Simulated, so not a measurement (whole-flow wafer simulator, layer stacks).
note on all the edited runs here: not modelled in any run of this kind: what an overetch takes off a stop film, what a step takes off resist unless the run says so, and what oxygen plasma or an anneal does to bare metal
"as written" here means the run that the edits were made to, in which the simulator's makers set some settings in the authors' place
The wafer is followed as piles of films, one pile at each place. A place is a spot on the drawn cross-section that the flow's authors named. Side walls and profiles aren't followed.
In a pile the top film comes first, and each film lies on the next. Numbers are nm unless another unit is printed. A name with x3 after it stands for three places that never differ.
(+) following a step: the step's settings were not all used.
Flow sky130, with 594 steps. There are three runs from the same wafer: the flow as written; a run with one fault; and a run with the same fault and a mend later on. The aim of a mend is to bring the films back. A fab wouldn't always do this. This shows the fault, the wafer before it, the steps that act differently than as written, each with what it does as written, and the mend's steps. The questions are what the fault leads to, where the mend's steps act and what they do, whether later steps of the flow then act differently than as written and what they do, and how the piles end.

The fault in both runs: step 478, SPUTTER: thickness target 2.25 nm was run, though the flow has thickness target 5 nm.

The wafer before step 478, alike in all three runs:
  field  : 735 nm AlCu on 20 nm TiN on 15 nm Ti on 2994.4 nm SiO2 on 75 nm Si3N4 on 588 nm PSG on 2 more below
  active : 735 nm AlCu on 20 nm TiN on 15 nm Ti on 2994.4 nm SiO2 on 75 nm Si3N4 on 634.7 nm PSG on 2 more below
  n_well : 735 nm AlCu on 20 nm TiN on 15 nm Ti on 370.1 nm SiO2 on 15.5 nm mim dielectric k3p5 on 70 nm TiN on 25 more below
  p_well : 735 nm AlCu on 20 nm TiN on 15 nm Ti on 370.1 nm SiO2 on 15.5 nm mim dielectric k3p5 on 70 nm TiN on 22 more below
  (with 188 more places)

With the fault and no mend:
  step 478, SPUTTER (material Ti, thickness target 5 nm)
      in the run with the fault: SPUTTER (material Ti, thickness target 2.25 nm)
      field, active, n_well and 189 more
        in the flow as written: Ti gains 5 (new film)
        in the run with the fault: Ti gains 2.25 (new film)
  Steps later in the flow that act otherwise than as written (8 more steps, not shown, differ only slightly: by at most 2% or 0.5 nm, whichever is larger):
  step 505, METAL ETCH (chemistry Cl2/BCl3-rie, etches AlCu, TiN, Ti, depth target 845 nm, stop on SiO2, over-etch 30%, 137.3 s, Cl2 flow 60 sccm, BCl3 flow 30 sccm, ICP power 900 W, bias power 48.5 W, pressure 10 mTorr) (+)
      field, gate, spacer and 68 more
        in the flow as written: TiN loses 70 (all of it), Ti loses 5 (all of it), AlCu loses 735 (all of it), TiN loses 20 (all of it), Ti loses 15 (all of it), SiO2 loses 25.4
        in the run with the fault: TiN loses 70 (all of it), Ti loses 2.25 (all of it), AlCu loses 735 (all of it), TiN loses 20 (all of it), Ti loses 15 (all of it), SiO2 loses 25.6
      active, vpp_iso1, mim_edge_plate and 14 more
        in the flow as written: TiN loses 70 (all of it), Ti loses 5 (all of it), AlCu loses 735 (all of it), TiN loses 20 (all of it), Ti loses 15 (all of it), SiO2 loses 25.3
        in the run with the fault: TiN loses 70 (all of it), Ti loses 2.25 (all of it), AlCu loses 735 (all of it), TiN loses 20 (all of it), Ti loses 15 (all of it), SiO2 loses 25.6
  At n_well, p_well, gate_hv and 102 more, the piles at the end differ from the flow's by more than 2% or 0.5 nm, whichever is larger.
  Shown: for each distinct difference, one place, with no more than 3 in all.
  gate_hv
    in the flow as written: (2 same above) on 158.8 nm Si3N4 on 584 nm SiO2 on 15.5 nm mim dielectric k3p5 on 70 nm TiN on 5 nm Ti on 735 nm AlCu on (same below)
    in the run with the fault: (2 same above) on 158.8 nm Si3N4 on 586.7 nm SiO2 on 15.5 nm mim dielectric k3p5 on 70 nm TiN on 2.25 nm Ti on 735 nm AlCu on (same below)
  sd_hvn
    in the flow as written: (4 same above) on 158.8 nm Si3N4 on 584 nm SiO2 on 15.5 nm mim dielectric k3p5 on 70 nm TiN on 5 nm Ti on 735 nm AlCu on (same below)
    in the run with the fault: (4 same above) on 158.8 nm Si3N4 on 586.7 nm SiO2 on 15.5 nm mim dielectric k3p5 on 70 nm TiN on 2.25 nm Ti on 735 nm AlCu on (same below)
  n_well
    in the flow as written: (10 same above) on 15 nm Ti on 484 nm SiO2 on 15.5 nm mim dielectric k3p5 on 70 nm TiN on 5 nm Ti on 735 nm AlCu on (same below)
    in the run with the fault: (10 same above) on 15 nm Ti on 486.8 nm SiO2 on 15.5 nm mim dielectric k3p5 on 70 nm TiN on 2.25 nm Ti on 735 nm AlCu on (same below)

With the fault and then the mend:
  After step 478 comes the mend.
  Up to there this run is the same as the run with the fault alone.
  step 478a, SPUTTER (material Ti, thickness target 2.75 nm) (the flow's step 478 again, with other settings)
      field, active, n_well and 189 more
        Ti gains 2.75
  Later steps of the flow that are run all act as written at every place that is followed.
  At every place that both follow, the piles at the end match the flow's.
